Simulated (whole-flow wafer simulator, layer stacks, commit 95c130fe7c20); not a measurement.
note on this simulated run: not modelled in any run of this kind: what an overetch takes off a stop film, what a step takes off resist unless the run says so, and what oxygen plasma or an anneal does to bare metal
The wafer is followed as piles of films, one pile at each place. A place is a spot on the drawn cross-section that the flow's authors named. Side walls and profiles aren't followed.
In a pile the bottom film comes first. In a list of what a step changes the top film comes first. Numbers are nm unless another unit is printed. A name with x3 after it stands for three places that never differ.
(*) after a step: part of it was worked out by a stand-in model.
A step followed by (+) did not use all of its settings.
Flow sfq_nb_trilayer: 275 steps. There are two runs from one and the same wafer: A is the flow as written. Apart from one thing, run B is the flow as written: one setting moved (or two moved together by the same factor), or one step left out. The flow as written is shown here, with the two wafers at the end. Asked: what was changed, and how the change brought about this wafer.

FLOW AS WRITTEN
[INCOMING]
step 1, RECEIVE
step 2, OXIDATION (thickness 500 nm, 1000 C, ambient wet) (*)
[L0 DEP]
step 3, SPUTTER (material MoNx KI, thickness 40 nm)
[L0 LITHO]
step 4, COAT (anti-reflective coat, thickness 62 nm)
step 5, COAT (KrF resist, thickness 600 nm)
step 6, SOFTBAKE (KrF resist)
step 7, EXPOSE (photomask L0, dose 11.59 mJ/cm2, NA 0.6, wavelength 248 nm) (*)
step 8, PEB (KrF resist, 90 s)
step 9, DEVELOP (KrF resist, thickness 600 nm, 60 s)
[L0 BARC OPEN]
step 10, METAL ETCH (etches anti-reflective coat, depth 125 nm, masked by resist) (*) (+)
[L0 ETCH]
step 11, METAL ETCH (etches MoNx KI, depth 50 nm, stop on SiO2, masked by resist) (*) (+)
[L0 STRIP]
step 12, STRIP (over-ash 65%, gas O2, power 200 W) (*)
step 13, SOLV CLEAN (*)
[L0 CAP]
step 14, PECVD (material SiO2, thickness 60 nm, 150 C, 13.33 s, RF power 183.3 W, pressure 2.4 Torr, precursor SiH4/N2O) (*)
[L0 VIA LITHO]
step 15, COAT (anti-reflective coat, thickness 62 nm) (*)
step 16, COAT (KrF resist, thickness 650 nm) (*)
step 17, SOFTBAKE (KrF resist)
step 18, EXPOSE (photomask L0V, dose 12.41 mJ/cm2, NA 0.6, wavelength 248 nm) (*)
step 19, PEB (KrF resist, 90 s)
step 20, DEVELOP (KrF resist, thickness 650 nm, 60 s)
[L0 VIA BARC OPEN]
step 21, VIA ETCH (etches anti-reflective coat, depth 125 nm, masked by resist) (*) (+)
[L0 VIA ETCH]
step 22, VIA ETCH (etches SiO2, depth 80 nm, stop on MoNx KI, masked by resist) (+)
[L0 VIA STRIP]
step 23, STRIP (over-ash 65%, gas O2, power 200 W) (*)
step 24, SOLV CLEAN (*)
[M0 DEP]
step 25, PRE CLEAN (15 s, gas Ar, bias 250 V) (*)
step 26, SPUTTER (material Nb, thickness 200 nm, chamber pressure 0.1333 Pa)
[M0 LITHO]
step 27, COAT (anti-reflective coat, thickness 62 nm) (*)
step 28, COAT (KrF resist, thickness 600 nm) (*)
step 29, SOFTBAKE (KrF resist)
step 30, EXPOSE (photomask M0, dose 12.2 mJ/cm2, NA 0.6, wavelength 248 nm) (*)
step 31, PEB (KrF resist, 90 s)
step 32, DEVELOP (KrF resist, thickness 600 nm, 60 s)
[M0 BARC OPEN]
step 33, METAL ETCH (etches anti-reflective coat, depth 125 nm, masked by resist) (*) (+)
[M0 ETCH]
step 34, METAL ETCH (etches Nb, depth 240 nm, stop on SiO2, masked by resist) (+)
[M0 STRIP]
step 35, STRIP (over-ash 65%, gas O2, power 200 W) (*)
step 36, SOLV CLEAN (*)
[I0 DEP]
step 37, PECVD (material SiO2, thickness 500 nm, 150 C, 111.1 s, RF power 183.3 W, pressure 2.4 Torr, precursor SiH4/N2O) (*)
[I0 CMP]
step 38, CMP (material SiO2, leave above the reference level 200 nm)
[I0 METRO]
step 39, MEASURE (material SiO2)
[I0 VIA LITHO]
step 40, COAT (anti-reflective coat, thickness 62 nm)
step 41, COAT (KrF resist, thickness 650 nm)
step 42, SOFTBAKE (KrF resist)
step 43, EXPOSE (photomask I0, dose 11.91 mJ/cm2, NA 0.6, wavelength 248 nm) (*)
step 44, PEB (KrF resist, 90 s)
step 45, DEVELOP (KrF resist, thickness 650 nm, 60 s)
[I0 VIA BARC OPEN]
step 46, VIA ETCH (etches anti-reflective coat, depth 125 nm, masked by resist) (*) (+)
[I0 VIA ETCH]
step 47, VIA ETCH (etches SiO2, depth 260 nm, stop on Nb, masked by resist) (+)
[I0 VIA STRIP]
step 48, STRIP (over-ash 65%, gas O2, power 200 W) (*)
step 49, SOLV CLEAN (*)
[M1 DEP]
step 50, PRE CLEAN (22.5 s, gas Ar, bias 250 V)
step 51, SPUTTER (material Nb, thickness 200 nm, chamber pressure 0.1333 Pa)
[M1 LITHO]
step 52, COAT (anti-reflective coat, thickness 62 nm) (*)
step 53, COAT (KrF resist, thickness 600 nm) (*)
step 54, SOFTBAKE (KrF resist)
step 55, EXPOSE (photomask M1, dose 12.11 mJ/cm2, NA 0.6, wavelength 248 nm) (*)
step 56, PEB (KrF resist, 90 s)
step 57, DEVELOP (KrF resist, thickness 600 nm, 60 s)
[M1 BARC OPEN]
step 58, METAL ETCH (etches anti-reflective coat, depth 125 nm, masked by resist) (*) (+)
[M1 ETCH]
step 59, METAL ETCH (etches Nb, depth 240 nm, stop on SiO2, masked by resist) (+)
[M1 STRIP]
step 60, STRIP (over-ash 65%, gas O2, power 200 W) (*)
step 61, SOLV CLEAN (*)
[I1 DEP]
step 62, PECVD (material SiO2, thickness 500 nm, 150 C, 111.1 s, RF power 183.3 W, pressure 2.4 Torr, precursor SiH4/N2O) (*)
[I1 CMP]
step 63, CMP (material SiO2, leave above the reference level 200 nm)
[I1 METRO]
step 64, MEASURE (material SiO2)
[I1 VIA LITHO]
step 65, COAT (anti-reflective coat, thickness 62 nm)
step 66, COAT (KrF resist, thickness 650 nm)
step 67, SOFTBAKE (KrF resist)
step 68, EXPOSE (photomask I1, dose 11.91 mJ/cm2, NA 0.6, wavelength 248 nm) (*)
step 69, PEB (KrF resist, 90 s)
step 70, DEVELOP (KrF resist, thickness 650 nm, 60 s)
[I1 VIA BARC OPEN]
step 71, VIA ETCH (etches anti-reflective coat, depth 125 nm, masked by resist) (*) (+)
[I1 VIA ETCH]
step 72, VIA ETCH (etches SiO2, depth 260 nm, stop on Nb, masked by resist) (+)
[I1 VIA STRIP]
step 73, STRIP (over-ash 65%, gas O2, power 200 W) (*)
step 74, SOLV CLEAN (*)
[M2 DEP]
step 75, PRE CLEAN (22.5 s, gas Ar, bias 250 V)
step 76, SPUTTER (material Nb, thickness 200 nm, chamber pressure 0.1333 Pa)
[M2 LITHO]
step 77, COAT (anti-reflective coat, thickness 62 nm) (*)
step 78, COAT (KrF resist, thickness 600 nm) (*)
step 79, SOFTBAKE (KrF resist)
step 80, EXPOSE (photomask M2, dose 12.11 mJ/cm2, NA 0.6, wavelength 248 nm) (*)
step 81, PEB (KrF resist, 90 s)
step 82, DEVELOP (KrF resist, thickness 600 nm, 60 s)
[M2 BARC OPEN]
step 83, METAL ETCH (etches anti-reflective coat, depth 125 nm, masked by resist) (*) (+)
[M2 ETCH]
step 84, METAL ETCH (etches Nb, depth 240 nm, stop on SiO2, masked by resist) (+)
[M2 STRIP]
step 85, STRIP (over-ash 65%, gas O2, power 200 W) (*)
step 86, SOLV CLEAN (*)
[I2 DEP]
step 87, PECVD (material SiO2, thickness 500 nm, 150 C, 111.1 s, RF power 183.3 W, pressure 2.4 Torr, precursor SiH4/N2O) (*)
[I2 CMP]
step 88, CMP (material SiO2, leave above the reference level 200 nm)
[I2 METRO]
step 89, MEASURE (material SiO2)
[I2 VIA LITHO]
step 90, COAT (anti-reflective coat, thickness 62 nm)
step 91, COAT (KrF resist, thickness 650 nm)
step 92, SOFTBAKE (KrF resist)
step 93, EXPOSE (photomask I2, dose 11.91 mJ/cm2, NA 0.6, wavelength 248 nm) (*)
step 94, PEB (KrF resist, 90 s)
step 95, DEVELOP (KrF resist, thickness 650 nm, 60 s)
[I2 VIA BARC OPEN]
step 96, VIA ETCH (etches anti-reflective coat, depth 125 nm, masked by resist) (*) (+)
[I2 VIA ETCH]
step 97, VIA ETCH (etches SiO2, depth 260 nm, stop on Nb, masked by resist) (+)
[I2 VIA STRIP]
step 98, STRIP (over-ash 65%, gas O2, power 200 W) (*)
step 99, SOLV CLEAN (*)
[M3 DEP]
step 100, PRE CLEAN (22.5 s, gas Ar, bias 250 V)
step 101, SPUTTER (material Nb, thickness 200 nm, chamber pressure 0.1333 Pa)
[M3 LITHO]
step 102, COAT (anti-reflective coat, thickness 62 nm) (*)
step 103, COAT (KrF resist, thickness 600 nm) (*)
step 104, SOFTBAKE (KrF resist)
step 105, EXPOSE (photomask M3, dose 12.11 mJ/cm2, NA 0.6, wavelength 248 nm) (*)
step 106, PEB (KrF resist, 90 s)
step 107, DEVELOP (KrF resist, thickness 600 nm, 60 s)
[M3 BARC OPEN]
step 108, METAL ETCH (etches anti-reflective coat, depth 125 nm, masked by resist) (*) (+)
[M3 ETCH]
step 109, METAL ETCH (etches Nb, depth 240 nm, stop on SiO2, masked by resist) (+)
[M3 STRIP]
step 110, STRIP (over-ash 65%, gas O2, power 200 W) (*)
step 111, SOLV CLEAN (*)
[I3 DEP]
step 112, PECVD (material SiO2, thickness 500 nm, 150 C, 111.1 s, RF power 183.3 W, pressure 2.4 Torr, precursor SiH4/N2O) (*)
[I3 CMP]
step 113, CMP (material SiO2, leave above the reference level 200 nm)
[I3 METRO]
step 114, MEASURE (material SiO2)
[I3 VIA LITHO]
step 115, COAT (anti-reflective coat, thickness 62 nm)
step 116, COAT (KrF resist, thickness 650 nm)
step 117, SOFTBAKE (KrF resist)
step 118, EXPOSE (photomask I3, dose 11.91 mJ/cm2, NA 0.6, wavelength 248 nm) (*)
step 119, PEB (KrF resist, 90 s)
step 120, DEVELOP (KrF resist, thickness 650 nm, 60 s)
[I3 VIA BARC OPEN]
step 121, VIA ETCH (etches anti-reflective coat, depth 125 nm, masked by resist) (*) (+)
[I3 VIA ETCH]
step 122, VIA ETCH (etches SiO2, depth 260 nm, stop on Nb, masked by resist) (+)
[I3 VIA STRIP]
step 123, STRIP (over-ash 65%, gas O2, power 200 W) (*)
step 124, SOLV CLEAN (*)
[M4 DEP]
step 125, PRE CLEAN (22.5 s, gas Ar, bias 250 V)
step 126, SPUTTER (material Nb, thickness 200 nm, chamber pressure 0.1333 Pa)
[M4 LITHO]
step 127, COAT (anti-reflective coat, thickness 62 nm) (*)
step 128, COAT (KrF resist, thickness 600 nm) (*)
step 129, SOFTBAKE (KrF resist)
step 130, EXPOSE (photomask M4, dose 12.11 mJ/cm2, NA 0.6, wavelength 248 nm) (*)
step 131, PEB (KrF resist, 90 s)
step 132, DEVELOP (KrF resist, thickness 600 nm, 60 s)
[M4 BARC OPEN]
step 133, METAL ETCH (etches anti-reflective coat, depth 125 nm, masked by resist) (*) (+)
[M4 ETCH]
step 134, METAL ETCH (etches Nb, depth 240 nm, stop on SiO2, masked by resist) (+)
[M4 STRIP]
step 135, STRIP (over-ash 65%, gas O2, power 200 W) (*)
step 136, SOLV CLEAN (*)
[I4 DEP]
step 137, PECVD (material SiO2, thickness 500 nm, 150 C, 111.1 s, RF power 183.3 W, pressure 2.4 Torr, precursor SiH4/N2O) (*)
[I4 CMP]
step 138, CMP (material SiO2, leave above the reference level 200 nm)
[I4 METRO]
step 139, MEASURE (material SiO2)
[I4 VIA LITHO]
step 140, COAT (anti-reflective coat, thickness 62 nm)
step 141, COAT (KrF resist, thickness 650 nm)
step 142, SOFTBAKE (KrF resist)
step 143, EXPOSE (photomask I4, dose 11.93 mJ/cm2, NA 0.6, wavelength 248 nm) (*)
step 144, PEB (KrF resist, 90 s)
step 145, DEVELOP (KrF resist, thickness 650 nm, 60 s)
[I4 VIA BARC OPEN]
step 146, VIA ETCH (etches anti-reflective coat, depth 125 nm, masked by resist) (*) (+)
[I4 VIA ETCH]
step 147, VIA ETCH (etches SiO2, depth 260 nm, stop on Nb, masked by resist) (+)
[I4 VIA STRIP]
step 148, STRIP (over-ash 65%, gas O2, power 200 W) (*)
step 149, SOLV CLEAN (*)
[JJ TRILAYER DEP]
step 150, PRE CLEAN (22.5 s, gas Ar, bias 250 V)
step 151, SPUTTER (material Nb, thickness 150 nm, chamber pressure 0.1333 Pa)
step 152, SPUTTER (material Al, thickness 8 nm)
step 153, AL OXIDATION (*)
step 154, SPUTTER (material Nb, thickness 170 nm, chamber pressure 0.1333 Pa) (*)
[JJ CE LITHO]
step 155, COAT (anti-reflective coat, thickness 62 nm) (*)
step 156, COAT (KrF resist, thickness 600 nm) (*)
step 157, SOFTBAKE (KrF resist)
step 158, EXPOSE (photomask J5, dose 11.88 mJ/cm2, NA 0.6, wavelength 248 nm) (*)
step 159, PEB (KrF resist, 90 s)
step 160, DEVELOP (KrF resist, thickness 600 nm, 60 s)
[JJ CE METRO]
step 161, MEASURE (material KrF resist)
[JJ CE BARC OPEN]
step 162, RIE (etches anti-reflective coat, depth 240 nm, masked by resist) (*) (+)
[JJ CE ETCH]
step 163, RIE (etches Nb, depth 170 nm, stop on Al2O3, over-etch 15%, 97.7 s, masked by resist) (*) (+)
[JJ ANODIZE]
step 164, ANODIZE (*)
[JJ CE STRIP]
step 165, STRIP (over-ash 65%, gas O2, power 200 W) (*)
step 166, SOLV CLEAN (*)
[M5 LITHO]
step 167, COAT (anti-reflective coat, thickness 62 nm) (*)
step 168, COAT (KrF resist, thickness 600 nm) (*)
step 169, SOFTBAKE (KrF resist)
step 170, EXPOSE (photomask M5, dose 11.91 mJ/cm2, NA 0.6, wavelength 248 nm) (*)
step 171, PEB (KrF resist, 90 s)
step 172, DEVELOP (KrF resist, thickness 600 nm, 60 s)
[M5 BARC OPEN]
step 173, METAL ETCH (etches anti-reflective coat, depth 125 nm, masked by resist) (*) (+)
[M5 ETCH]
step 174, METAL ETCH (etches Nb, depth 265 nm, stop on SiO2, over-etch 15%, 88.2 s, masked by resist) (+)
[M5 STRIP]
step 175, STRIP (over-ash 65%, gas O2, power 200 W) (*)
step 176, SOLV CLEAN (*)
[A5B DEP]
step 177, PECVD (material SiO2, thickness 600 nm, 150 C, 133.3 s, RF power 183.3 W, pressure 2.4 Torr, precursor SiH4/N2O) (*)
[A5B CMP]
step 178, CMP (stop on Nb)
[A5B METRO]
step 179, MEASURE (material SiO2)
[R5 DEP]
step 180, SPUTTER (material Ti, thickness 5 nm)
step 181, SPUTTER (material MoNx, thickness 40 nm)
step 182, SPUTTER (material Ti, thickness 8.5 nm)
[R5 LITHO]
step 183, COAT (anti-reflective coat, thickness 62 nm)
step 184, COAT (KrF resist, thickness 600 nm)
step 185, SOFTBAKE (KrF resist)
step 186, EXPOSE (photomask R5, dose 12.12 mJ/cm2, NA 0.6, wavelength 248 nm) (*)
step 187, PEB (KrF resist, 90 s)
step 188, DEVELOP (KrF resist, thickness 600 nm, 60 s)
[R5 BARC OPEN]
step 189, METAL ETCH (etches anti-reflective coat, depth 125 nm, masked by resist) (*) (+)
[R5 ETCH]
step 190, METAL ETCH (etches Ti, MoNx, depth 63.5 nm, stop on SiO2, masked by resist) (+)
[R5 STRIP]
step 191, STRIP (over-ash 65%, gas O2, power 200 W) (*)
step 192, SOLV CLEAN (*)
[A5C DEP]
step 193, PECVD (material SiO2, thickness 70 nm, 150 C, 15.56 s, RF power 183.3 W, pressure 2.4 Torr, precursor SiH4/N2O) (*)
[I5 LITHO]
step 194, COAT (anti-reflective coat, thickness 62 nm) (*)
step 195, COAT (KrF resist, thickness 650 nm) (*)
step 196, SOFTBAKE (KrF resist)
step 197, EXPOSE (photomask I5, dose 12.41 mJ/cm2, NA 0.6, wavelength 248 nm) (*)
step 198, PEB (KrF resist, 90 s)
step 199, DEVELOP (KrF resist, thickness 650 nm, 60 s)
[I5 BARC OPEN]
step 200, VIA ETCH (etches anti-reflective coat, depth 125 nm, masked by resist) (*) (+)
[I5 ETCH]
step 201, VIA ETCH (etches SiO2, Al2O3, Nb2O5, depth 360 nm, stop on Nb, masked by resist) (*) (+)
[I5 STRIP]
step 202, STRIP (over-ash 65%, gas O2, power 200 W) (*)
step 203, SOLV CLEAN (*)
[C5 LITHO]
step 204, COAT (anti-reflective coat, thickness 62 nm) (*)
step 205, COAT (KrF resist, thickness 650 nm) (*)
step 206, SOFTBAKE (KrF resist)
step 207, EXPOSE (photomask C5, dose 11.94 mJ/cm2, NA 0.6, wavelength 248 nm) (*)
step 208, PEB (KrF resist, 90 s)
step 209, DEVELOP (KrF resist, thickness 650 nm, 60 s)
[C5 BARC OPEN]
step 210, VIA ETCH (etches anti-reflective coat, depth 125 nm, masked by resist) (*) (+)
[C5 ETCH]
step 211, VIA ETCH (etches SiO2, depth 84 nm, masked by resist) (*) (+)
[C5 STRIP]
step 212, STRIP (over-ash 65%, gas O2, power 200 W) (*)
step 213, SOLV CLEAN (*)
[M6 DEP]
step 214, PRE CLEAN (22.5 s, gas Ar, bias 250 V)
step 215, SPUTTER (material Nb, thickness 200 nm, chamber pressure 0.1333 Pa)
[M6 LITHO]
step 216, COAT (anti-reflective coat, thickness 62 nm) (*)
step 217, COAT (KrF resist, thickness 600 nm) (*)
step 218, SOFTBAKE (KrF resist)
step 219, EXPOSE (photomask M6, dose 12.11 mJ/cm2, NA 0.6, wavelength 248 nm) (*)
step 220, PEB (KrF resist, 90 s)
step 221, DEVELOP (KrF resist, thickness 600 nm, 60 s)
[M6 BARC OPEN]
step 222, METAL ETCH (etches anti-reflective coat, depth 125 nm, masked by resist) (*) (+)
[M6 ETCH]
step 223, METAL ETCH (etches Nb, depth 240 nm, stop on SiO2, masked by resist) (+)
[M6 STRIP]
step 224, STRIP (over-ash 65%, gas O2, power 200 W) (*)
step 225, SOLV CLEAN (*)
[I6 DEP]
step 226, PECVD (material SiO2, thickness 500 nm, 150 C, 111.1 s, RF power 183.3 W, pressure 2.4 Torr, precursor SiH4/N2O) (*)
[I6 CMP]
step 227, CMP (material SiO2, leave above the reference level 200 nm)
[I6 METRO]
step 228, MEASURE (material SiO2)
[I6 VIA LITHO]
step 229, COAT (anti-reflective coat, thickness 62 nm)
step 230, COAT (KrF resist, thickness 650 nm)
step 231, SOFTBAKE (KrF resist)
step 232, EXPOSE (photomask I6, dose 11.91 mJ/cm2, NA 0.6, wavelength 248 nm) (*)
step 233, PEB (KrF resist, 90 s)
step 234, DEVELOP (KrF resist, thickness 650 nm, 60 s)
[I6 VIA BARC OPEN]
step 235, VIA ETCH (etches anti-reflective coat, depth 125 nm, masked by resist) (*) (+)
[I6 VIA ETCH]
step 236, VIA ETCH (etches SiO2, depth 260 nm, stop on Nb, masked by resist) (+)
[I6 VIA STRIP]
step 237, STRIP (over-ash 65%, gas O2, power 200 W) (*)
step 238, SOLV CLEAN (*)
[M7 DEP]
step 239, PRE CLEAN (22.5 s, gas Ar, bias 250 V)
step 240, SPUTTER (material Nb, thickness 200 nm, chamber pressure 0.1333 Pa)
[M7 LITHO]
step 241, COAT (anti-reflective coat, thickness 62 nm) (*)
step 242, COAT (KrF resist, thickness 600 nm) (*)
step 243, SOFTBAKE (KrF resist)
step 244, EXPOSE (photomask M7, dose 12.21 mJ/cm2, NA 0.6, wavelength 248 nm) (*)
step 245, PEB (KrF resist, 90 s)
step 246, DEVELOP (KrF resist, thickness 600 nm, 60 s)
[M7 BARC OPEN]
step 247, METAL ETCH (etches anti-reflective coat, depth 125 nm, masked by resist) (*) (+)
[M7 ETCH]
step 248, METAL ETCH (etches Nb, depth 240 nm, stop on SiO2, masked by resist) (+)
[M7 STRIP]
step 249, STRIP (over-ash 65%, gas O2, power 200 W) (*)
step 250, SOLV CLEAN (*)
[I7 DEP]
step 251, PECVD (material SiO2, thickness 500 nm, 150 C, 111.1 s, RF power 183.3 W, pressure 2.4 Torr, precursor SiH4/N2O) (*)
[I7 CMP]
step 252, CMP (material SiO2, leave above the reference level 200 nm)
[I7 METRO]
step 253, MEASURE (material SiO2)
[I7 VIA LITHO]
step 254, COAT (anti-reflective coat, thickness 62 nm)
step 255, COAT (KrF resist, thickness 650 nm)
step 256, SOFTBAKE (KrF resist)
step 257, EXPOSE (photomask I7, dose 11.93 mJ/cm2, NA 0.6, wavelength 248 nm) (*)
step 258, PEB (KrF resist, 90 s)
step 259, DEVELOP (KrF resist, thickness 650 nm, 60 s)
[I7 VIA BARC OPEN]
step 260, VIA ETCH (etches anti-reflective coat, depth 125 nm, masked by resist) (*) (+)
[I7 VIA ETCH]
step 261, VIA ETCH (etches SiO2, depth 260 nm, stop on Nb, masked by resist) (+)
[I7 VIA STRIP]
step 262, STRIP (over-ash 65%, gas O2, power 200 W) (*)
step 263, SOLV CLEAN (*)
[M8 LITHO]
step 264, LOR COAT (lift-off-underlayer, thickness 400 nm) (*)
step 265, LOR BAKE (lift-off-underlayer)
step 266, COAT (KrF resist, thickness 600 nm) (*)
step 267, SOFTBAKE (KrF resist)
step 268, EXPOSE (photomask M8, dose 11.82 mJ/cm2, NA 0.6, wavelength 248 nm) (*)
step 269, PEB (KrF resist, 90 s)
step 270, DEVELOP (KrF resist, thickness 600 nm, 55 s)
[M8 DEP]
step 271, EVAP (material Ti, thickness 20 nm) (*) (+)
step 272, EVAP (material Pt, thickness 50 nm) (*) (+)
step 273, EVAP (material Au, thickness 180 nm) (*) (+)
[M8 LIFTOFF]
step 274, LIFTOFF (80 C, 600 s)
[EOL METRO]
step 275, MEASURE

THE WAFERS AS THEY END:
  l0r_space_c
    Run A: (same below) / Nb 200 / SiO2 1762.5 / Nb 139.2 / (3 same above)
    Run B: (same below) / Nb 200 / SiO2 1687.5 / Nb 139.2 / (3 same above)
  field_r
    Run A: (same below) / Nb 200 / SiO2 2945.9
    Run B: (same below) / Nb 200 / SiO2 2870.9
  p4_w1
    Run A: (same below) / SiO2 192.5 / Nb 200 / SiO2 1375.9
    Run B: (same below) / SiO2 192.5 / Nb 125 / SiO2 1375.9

What caused this: step 126, SPUTTER: thickness 125 nm was run, whereas the flow has thickness 200 nm.
The wafer lets one read it off: p4_w1 has Nb 125, and step 126 as written asks for 200 nm.

Step by step, how the change led to this:
  step 126, SPUTTER (material Nb, thickness 200 nm, chamber pressure 0.1333 Pa)
      field_l, v_sur, via_wl and 102 more: A +200 Nb (new film) | B +125 Nb (new film)
      via_v: A +165.5 Nb | B +103.1 Nb
  step 127, COAT (anti-reflective coat, thickness 62 nm) (*)
      via_v: A +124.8 anti-reflective coat (new film) | B +121 anti-reflective coat (new film)
  step 134, METAL ETCH (etches Nb, depth 240 nm, stop on SiO2, masked by resist) (+)
      field_l, be, be_sur and 64 more: A -200 Nb (all of it) | B -125 Nb (all of it)
      v_sur, via_wl, via_w and 36 more: A -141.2 KrF resist | B -110.3 KrF resist
  step 135, STRIP (over-ash 65%, gas O2, power 200 W) (*)
      p4_fl, p4_fm, p4_w1 and 26 more: A -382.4 KrF resist (all of it), -62 anti-reflective coat (all of it) | B -413.3 KrF resist (all of it), -62 anti-reflective coat (all of it)
      ln_m5, lsp_m, ln_m6: A -381.9 KrF resist (all of it), -61.8 anti-reflective coat (all of it) | B -412.8 KrF resist (all of it), -61.8 anti-reflective coat (all of it)
      (and at 7 other places as well)
  step 137, PECVD (material SiO2, thickness 500 nm, 150 C, 111.1 s, RF power 183.3 W, pressure 2.4 Torr, precursor SiH4/N2O) (*)
      p3_s0, p3_s1, p3_s2, p3_s3, p3_s4, p3_s5: A +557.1 SiO2 | B +500 SiO2
      via_v: A +615 SiO2 (new film) | B +594.3 SiO2 (new film)
  step 138, CMP (material SiO2, leave above the reference level 200 nm)
      field_l, be, be_sur and 55 more: A -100 SiO2 | B -175 SiO2
      p3_s0, p3_s1, p3_s2, p3_s3, p3_s4, p3_s5: A -157.1 SiO2 | B -175 SiO2
      (and at 4 other places as well)
